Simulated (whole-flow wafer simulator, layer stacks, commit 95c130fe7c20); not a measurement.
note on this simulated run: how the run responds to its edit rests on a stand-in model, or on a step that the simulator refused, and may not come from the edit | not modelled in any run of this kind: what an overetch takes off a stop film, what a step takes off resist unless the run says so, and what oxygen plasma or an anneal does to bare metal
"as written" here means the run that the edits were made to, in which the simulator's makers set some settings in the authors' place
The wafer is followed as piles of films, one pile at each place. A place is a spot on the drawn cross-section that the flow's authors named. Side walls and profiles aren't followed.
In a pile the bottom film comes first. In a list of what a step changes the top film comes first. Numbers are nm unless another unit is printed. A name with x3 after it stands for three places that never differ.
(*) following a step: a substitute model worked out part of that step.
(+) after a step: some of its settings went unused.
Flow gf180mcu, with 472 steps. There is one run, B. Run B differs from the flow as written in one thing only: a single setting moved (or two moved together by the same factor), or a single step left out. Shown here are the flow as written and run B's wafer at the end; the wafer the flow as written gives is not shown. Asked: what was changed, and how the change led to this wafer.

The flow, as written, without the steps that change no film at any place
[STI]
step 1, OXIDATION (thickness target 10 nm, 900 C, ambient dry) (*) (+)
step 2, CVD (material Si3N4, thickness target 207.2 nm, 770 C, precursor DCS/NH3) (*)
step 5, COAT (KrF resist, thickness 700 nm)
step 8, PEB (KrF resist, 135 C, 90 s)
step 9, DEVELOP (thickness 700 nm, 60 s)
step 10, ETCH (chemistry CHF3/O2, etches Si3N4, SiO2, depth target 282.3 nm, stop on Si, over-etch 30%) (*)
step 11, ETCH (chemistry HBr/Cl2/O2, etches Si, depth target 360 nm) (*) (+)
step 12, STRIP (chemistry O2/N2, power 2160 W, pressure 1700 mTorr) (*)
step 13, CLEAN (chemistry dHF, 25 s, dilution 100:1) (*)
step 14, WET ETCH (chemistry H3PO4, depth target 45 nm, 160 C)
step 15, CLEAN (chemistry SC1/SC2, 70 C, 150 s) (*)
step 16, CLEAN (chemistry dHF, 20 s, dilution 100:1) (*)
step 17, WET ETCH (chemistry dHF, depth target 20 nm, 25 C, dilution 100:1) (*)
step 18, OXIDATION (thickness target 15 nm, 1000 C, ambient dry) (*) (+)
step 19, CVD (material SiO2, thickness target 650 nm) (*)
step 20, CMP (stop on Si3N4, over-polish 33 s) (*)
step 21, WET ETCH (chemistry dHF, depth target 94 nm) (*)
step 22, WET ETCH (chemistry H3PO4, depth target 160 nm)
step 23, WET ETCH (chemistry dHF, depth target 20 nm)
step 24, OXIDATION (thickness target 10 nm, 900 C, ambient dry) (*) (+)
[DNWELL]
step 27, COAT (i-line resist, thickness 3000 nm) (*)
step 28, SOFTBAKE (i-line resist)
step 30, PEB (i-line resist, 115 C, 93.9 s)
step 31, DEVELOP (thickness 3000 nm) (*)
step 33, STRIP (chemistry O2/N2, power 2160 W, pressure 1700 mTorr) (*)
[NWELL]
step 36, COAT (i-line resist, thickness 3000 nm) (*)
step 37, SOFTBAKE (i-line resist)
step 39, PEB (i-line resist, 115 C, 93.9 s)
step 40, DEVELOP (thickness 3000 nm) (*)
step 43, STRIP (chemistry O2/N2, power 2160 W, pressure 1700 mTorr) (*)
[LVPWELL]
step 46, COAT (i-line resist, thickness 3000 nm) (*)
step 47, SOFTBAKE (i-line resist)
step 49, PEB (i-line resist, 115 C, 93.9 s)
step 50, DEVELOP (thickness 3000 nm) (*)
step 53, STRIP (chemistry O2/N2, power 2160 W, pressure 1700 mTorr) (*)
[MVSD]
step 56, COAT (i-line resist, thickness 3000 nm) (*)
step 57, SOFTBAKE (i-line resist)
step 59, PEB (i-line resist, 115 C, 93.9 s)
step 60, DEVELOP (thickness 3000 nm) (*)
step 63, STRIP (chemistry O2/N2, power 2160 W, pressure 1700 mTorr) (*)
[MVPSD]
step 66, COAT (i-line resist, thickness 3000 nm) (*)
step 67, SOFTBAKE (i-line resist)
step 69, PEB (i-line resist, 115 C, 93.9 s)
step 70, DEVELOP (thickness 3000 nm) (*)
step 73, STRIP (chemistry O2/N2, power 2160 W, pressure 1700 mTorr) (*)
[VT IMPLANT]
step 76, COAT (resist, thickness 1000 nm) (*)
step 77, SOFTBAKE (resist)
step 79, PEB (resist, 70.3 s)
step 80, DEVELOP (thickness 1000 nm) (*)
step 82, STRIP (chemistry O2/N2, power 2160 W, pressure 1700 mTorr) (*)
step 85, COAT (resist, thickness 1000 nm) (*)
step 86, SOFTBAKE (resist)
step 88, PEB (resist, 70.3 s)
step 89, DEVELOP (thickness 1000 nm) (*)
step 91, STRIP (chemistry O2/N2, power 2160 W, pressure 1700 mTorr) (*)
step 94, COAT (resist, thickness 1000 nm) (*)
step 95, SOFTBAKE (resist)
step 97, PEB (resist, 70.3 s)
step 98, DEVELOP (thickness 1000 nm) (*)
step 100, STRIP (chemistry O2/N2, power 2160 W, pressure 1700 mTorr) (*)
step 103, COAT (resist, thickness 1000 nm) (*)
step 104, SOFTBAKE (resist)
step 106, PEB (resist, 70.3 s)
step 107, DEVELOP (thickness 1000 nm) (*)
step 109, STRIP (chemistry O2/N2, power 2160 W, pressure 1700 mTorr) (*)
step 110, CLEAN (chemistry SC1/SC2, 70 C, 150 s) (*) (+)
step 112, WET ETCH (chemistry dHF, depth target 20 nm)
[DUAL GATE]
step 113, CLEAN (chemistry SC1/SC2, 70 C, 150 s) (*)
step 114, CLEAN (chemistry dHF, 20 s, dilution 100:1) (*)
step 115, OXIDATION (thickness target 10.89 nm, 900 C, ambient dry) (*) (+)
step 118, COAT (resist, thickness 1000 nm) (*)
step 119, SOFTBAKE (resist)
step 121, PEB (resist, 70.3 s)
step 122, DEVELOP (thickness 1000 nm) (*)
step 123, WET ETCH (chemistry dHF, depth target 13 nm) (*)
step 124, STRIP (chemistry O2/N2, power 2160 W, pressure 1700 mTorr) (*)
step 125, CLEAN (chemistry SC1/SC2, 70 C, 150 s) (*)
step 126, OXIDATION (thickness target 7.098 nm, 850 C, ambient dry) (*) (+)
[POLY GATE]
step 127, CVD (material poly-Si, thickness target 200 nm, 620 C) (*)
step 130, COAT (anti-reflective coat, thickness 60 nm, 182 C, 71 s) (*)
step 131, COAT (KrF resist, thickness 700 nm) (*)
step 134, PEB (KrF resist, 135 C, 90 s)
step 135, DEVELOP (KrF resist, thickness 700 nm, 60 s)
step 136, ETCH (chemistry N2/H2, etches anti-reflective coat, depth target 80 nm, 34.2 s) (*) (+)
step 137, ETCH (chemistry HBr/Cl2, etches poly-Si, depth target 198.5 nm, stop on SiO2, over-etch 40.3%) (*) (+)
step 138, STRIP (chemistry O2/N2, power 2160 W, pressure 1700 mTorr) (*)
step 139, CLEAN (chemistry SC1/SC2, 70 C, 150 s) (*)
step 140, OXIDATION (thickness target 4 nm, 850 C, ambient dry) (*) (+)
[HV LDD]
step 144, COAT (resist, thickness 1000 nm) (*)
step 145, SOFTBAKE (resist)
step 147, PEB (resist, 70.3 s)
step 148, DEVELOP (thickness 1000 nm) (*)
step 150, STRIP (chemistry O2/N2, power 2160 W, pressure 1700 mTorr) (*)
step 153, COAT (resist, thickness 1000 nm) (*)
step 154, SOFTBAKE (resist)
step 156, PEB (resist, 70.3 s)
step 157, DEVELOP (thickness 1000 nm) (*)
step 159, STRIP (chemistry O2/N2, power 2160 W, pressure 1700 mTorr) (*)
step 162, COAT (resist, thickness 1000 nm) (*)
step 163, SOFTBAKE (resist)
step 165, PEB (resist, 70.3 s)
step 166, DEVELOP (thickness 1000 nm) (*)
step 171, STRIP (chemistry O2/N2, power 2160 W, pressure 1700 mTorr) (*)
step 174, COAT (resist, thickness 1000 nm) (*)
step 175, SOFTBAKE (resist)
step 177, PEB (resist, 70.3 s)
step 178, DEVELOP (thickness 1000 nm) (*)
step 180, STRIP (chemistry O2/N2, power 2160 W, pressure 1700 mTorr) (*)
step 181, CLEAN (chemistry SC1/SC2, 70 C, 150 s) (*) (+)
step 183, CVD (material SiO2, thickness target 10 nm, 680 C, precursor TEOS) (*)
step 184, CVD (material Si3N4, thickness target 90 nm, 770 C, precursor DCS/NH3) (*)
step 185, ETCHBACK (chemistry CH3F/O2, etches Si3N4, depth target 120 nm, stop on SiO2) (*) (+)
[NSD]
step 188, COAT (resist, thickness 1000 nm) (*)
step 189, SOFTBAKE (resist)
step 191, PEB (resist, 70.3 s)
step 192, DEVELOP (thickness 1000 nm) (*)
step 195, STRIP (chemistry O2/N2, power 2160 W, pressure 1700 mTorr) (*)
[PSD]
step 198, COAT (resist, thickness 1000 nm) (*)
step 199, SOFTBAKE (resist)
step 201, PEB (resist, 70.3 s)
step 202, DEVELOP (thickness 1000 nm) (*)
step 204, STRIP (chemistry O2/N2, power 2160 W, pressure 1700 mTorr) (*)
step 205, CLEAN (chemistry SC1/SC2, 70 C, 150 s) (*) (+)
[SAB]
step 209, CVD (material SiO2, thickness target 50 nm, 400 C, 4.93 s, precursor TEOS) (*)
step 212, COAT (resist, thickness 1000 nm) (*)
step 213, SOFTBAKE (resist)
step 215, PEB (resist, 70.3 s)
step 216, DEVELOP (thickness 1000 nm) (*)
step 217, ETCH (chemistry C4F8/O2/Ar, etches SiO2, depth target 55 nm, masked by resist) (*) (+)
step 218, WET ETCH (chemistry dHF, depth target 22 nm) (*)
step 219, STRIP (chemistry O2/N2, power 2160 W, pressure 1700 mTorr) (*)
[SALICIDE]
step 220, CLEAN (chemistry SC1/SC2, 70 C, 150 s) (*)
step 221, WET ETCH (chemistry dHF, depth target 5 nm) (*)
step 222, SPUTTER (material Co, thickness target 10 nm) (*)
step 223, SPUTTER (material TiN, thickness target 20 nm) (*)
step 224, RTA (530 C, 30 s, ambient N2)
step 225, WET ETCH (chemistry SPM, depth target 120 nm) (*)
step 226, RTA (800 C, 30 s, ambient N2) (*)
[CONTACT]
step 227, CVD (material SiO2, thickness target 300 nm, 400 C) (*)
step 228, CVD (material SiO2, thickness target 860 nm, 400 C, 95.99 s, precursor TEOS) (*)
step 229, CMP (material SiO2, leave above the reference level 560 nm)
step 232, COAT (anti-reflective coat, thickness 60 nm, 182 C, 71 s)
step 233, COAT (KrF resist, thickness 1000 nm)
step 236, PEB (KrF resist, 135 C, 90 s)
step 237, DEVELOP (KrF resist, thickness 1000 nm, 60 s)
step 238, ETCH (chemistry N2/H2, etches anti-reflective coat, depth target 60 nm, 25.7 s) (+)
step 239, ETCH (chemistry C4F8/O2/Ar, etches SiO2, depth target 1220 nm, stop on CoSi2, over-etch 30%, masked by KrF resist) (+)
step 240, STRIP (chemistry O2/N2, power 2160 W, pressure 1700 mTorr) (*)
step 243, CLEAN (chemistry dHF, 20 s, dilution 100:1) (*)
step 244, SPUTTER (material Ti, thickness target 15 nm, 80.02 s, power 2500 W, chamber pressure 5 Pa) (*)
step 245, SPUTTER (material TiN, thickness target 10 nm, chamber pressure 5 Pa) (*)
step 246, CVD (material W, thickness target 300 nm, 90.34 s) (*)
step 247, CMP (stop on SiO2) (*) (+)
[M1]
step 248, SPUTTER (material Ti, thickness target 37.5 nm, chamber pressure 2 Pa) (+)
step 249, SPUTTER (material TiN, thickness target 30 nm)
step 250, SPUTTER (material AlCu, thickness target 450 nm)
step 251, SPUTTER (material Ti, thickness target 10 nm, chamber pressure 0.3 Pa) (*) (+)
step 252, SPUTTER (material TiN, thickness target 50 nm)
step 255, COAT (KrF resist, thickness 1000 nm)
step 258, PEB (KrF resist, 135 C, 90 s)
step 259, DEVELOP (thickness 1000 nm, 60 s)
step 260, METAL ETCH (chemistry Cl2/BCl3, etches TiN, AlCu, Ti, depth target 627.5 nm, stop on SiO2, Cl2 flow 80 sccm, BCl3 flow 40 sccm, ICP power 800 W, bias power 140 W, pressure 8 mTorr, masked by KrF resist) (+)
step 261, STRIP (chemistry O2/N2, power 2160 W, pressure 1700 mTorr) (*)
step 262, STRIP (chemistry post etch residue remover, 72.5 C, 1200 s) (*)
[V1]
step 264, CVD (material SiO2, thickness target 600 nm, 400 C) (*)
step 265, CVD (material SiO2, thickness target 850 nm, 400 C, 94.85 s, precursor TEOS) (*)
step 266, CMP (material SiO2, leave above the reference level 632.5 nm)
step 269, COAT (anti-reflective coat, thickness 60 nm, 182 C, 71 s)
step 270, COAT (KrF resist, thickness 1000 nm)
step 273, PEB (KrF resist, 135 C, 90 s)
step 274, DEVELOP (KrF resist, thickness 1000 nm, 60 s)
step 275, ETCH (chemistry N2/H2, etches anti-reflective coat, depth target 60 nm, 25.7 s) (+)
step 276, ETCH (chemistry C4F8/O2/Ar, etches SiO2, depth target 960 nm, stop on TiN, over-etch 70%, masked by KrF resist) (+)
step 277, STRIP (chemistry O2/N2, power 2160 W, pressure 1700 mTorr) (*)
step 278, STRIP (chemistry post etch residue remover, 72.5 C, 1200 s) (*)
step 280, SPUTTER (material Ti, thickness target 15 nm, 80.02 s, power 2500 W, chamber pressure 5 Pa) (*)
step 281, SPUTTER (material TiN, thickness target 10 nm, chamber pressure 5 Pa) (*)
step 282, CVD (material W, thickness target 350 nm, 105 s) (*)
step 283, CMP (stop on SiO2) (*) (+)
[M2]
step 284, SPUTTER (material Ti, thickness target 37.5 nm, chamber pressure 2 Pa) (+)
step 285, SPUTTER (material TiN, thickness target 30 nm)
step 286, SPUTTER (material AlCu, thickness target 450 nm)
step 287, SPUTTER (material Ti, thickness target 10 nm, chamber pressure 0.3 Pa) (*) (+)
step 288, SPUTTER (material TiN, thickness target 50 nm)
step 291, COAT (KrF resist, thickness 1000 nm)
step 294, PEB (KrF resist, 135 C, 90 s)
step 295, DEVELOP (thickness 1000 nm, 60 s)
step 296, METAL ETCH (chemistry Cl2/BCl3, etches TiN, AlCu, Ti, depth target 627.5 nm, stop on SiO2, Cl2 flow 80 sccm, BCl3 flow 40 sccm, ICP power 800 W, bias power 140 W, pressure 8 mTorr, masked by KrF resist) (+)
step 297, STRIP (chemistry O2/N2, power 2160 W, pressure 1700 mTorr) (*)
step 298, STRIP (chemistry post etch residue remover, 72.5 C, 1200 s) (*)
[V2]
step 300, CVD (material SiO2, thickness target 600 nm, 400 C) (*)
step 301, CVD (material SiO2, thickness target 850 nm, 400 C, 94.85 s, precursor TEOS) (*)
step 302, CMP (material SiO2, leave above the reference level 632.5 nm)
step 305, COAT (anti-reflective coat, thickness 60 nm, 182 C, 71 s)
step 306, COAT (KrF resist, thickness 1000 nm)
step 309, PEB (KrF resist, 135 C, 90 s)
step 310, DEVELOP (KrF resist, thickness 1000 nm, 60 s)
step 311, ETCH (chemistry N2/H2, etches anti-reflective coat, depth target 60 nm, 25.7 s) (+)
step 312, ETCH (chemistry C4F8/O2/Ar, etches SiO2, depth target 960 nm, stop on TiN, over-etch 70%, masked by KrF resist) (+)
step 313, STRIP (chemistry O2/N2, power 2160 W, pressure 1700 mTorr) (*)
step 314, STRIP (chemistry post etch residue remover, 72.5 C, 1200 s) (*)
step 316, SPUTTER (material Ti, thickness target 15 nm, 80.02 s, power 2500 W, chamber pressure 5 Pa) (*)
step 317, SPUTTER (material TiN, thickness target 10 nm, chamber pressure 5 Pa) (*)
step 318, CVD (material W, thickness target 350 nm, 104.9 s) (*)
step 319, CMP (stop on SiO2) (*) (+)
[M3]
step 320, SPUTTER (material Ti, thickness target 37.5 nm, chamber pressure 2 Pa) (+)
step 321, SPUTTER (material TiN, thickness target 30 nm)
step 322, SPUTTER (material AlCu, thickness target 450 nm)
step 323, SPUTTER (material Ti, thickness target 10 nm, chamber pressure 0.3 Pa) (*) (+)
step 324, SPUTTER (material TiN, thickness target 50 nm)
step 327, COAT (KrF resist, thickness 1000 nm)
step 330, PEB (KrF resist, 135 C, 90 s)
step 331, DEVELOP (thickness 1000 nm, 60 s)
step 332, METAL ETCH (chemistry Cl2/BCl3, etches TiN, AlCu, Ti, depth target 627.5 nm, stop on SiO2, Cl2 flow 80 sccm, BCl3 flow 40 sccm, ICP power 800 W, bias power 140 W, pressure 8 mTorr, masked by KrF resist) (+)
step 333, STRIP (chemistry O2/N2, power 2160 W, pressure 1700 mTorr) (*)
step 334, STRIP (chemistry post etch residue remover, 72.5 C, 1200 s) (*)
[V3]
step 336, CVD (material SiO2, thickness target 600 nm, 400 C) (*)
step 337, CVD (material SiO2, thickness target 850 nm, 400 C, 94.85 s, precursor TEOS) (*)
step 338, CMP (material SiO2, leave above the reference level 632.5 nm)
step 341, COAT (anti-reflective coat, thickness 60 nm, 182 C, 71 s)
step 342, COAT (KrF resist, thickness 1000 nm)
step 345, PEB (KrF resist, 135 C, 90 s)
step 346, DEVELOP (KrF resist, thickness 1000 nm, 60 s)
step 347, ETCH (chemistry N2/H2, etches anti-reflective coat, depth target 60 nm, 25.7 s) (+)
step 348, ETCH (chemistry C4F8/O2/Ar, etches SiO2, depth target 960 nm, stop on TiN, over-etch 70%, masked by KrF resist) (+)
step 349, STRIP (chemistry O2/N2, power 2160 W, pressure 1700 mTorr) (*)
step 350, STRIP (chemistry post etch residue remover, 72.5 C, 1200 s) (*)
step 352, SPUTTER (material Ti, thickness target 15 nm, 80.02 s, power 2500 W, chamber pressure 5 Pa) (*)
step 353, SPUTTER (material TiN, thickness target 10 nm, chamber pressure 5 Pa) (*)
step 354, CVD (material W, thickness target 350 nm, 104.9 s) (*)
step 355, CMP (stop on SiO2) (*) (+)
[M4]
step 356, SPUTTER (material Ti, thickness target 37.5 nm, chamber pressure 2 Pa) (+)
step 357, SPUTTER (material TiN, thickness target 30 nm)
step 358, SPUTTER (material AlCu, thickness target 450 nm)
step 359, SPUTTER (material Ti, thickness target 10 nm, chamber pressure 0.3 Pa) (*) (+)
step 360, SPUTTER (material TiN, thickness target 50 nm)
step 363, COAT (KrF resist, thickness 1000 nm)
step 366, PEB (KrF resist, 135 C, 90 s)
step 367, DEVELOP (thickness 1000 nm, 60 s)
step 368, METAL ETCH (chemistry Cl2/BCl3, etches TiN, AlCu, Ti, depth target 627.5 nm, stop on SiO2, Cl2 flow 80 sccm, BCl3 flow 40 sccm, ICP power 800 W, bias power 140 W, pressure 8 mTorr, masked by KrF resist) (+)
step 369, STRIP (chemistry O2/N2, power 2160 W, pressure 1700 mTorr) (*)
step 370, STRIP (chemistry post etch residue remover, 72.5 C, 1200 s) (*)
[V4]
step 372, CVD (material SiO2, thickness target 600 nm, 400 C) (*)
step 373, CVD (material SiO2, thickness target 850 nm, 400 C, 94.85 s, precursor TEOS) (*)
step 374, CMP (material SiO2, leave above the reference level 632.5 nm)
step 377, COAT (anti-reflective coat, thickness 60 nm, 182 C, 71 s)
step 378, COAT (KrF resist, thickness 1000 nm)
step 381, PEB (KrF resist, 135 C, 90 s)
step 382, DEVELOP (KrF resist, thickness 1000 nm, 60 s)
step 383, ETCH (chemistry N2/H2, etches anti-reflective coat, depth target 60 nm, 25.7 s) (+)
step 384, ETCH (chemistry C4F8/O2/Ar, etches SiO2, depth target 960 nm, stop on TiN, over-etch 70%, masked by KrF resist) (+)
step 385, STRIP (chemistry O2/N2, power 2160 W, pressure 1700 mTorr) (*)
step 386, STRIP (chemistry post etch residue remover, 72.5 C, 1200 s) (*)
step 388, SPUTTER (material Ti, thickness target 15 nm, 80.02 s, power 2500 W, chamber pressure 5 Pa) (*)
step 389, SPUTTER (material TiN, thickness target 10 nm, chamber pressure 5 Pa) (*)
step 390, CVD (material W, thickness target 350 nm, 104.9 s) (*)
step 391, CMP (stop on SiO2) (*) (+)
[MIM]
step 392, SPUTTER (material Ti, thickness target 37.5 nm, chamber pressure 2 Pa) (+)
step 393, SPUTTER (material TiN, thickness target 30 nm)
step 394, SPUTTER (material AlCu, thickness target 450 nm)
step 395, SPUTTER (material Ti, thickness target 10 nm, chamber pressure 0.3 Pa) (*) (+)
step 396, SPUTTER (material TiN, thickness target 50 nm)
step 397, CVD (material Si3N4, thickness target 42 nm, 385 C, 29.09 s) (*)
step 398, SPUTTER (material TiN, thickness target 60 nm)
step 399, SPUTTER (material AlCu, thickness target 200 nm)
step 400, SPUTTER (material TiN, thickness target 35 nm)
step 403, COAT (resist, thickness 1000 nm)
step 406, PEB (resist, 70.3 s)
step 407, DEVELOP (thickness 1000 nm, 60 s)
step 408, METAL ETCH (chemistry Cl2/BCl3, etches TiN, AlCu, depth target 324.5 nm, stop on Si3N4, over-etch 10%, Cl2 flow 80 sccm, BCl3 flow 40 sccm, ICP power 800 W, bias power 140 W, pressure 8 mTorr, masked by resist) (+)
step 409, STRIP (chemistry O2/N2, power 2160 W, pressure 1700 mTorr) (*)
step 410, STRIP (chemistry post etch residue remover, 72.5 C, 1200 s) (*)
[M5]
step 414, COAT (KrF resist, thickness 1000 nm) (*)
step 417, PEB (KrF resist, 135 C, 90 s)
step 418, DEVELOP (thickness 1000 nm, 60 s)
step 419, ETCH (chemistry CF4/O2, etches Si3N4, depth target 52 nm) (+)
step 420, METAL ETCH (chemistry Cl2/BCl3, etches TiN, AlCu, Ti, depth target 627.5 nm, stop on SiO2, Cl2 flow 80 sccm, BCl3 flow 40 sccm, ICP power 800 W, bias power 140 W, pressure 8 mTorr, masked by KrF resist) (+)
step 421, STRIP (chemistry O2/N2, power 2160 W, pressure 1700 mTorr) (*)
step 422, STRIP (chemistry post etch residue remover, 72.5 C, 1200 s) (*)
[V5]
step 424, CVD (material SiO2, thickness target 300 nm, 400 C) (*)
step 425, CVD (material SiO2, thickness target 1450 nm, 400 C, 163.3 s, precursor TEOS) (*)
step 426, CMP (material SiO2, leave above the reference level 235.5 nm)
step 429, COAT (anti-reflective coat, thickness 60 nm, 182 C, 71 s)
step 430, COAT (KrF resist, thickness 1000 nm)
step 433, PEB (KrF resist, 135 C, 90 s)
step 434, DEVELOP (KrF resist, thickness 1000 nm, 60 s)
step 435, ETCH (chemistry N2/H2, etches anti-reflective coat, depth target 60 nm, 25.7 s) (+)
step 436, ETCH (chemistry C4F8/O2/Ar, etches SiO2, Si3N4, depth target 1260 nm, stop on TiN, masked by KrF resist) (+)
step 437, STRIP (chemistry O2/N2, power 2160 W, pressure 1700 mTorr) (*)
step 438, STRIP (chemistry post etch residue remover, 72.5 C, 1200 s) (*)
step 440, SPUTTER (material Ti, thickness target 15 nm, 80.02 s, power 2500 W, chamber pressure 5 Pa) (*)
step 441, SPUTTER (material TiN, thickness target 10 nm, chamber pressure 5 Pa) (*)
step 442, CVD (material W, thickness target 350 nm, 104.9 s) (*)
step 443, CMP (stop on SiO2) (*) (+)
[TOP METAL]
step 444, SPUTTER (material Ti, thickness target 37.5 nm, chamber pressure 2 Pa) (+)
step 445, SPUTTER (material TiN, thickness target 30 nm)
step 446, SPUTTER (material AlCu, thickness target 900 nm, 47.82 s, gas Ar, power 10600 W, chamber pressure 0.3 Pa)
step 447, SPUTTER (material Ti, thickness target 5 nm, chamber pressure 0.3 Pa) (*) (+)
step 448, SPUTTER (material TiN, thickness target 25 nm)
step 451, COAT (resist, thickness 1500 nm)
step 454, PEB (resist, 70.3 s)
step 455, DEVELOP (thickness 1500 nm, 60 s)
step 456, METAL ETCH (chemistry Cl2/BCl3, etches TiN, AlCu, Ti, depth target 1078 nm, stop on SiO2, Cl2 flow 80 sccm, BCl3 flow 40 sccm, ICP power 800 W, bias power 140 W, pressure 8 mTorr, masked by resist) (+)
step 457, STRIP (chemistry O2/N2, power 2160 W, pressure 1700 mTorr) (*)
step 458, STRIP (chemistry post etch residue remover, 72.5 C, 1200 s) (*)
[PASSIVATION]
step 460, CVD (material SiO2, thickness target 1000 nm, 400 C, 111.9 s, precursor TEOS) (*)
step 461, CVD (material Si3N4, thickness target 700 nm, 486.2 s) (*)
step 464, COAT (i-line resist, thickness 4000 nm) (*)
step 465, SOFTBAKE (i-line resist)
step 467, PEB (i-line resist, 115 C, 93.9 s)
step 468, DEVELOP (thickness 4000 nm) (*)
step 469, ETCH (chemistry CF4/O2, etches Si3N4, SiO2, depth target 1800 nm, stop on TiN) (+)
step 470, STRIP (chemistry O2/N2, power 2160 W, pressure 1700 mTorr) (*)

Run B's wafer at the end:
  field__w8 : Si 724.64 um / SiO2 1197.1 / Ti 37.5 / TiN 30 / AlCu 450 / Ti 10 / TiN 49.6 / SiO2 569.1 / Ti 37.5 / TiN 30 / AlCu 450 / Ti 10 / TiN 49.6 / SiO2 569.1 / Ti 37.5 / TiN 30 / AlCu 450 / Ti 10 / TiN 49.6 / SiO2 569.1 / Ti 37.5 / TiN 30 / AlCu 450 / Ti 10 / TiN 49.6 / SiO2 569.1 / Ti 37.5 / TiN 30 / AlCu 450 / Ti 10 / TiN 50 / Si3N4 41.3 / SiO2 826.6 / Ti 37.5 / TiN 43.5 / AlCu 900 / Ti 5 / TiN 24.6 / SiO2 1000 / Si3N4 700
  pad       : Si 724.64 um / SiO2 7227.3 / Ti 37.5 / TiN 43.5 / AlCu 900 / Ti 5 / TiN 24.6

The reason: step 445, SPUTTER: thickness target 43.5 nm was run, though the flow has thickness target 30 nm.
The wafer lets one read it off: field__w8 has TiN 43.5, and step 445 as written asks for 30 nm.

How this came from the change, step by step:
  step 445, SPUTTER (material TiN, thickness target 30 nm)
      field, field__w1, field__w2 and 109 more: TiN gains 43.5 (new film) (it would be, as written: TiN gains 30 (new film))
  step 456, METAL ETCH (chemistry Cl2/BCl3, etches TiN, AlCu, Ti, depth target 1078 nm, stop on SiO2, Cl2 flow 80 sccm, BCl3 flow 40 sccm, ICP power 800 W, bias power 140 W, pressure 8 mTorr, masked by resist) (+)
      field, field__w1, field__w2 and 103 more: TiN loses 25 (all of it), Ti loses 5 (all of it), AlCu loses 900 (all of it), TiN loses 43.5 (all of it), Ti loses 37.5 (all of it) (it would be, as written: TiN loses 25 (all of it), Ti loses 5 (all of it), AlCu loses 900 (all of it), TiN loses 30 (all of it), Ti loses 37.5 (all of it))
  step 465, SOFTBAKE (i-line resist)
      gate: i-line resist loses 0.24 (it would be, as written: i-line resist gains 1.79)
      ld_acc_p, ld_fp_p, ld_drift_p: i-line resist gains 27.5 (it would be, as written: i-line resist gains 33.8)
      (as well as at 57 more places)
